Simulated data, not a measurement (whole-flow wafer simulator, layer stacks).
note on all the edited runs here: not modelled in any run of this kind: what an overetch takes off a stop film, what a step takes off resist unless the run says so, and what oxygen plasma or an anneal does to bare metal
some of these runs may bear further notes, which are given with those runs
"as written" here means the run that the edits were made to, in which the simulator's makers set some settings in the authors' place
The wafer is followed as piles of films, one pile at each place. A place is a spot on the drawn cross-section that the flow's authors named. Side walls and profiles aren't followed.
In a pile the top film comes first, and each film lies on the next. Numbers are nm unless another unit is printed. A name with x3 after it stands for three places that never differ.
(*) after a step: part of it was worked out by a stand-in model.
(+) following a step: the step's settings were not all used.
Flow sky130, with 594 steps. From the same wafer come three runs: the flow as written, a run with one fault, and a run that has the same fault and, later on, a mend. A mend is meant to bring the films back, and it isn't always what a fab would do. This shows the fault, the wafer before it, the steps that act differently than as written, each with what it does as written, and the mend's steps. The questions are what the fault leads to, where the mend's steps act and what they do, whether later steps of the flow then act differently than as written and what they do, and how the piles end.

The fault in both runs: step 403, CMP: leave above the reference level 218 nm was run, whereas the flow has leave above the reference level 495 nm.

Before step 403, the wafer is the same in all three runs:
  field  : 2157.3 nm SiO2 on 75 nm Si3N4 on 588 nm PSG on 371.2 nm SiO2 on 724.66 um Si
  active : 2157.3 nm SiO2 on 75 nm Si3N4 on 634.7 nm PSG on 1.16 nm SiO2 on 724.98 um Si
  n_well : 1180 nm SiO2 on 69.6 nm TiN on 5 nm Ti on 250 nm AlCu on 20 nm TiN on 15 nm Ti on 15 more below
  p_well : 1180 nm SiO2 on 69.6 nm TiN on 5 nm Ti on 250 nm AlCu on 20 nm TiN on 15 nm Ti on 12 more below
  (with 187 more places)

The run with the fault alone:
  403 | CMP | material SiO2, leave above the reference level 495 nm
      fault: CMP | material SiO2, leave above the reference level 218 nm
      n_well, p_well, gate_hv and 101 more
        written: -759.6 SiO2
        fault: -1036.6 SiO2
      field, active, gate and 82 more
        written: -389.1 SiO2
        fault: -666.1 SiO2
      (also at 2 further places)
  Steps further on in the flow that do not act as written (4 other steps are not shown; they differ only slightly, by no more than 2% or 0.5 nm, whichever is larger):
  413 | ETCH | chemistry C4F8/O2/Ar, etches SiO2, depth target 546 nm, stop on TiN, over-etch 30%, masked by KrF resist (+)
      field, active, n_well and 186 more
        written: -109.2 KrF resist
        fault: -37.3 KrF resist
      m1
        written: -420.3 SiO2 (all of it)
        fault: -143.3 SiO2 (all of it)
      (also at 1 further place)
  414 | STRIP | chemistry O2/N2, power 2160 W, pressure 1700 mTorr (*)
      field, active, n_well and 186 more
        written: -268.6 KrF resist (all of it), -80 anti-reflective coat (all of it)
        fault: -340.6 KrF resist (all of it), -80 anti-reflective coat (all of it)
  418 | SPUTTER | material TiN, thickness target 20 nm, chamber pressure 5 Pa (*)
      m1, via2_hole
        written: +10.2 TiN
        fault: +14.8 TiN
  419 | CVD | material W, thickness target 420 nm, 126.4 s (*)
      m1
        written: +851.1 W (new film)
        fault: +569.5 W (new film)
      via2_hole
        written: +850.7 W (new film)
        fault: +569.1 W (new film)
  By the end, the piles at field, active, n_well and 190 more depart from the flow's by more than 2% or 0.5 nm, whichever is larger.
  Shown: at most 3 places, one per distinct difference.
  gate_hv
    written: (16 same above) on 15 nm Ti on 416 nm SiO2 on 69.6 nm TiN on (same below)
    fault: (16 same above) on 15 nm Ti on 139 nm SiO2 on 69.6 nm TiN on (same below)
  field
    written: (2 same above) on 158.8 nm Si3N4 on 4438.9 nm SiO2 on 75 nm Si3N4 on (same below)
    fault: (2 same above) on 158.8 nm Si3N4 on 4161.9 nm SiO2 on 75 nm Si3N4 on (same below)
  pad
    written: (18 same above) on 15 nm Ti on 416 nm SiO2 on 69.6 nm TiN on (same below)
    fault: (18 same above) on 15 nm Ti on 139 nm SiO2 on 69.6 nm TiN on (same below)

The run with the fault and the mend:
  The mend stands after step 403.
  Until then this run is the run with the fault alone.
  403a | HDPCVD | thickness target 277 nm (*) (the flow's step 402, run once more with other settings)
      field, active, n_well and 188 more
        +277 SiO2
  Later steps of the flow that are run all act as written at every place that is followed, up to a difference of at most 2% or 0.5 nm, whichever is larger.
  By the end, the piles equal the flow's at every place that both follow.
